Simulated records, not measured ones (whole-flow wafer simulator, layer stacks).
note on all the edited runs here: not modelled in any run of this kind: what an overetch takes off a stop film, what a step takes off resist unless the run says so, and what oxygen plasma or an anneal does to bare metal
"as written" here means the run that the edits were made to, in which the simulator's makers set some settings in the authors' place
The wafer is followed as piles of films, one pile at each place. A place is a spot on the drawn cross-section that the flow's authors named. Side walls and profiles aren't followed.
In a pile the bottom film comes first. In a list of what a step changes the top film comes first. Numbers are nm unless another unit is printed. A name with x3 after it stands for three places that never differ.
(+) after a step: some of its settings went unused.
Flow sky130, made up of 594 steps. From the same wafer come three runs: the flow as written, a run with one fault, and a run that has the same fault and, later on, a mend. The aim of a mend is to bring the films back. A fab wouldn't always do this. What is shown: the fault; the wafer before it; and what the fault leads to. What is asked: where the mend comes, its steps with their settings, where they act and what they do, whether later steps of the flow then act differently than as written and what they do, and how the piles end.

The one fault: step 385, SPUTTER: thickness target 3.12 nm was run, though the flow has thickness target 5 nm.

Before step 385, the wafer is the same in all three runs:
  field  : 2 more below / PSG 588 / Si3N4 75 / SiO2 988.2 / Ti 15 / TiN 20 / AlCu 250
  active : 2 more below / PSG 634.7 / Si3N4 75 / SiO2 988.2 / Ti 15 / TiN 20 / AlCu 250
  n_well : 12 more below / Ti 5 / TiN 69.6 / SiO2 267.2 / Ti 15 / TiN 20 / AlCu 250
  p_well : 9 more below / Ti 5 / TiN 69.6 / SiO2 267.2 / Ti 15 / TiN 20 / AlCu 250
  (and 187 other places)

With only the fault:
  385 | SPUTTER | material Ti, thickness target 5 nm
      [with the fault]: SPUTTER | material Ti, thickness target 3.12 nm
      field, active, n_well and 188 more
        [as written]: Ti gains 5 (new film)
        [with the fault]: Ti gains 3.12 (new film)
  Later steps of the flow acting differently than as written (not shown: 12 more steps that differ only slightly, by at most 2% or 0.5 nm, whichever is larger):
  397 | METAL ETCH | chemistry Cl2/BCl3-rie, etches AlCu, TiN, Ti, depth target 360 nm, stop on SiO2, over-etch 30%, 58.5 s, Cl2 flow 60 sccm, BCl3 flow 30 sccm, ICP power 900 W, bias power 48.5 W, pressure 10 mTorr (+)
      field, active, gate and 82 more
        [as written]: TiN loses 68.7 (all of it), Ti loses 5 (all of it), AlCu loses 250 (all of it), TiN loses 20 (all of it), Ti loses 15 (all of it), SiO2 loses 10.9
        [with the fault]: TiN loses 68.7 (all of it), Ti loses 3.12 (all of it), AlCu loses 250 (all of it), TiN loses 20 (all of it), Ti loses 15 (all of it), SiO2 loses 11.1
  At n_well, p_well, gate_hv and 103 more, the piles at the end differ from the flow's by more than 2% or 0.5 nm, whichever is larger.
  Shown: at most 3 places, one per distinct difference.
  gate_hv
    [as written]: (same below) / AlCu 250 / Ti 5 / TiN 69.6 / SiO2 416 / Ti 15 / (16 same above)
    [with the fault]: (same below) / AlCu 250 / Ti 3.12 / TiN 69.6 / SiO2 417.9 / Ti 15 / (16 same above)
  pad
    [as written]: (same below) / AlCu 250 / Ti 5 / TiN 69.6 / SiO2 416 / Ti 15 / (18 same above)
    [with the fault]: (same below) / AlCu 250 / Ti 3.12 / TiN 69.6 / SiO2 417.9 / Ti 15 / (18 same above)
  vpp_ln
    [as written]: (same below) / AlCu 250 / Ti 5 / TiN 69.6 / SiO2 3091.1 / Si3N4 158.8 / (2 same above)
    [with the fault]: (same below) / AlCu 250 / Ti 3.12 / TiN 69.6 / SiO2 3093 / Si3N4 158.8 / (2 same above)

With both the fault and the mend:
  The mend follows step 385.
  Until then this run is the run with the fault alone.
  385a | SPUTTER | material Ti, thickness target 1.88 nm (a further turn of the flow's step 385, with different settings)
      field, active, n_well and 188 more
        Ti gains 1.88
  Every later step of the flow that is run acts as written at every place that is followed.
  The piles end the same as the flow's at every place that both follow.
